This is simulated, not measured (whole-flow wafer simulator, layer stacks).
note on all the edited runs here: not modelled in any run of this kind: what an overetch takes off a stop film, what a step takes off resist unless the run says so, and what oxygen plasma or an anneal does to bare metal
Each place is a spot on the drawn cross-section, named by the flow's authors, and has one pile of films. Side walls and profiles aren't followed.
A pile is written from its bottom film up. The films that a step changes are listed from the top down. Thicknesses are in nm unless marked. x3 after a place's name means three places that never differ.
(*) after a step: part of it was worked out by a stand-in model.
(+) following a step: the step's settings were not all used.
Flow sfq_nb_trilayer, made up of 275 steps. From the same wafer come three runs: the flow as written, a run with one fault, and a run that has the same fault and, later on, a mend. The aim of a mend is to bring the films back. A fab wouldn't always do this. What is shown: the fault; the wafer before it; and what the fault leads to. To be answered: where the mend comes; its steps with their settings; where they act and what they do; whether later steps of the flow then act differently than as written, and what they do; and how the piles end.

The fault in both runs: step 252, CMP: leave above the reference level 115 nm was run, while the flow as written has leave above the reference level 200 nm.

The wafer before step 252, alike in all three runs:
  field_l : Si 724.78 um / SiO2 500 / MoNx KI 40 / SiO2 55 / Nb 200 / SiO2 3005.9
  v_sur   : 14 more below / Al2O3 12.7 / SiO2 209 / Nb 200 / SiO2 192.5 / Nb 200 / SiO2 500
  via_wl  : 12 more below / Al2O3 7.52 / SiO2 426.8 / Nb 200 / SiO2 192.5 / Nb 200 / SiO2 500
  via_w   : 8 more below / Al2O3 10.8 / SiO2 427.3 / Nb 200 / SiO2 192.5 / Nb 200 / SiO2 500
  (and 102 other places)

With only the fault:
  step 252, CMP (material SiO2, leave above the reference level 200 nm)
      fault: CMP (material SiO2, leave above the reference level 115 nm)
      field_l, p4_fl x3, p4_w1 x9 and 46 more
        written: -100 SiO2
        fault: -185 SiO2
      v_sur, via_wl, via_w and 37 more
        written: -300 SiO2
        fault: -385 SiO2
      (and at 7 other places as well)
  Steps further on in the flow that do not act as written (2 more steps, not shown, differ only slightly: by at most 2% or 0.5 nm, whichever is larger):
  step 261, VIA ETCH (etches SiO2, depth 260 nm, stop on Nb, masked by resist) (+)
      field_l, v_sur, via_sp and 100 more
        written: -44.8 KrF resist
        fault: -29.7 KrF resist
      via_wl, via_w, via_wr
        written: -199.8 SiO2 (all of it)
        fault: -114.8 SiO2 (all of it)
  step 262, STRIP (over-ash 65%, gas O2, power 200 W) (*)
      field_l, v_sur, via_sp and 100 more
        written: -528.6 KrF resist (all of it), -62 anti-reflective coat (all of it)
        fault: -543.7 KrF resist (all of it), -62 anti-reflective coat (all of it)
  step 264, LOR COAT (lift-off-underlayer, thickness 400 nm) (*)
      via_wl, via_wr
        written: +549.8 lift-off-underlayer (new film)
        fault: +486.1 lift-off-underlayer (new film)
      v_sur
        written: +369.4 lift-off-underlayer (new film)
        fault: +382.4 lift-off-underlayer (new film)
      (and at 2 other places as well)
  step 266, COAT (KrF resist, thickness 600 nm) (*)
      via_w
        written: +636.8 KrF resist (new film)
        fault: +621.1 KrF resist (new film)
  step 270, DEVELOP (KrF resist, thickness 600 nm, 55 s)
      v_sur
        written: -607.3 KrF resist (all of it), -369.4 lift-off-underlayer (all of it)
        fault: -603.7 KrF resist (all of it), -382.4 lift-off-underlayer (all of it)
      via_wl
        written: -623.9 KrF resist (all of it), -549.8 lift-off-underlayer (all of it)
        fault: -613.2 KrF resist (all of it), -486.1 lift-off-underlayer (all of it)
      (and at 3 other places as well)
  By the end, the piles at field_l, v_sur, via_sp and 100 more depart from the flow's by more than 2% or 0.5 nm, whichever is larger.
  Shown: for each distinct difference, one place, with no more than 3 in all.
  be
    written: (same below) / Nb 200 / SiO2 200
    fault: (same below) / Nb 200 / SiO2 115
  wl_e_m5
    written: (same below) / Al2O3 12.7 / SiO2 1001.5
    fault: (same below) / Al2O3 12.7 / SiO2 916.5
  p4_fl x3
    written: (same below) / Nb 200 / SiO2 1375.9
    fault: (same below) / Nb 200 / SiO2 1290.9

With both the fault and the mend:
  The mend stands after step 253.
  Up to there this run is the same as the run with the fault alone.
  step 253a, PECVD (material SiO2, thickness 85 nm, 150 C, 18.89 s, RF power 183.3 W, pressure 2.4 Torr, precursor SiH4/N2O) (the flow's step 251, run once more with other settings)
      field_l, v_sur, via_wl and 103 more
        +85 SiO2
  None of the later steps of the flow acts differently than as written at any place that is followed.
  By the end, the piles equal the flow's at every place that both follow.
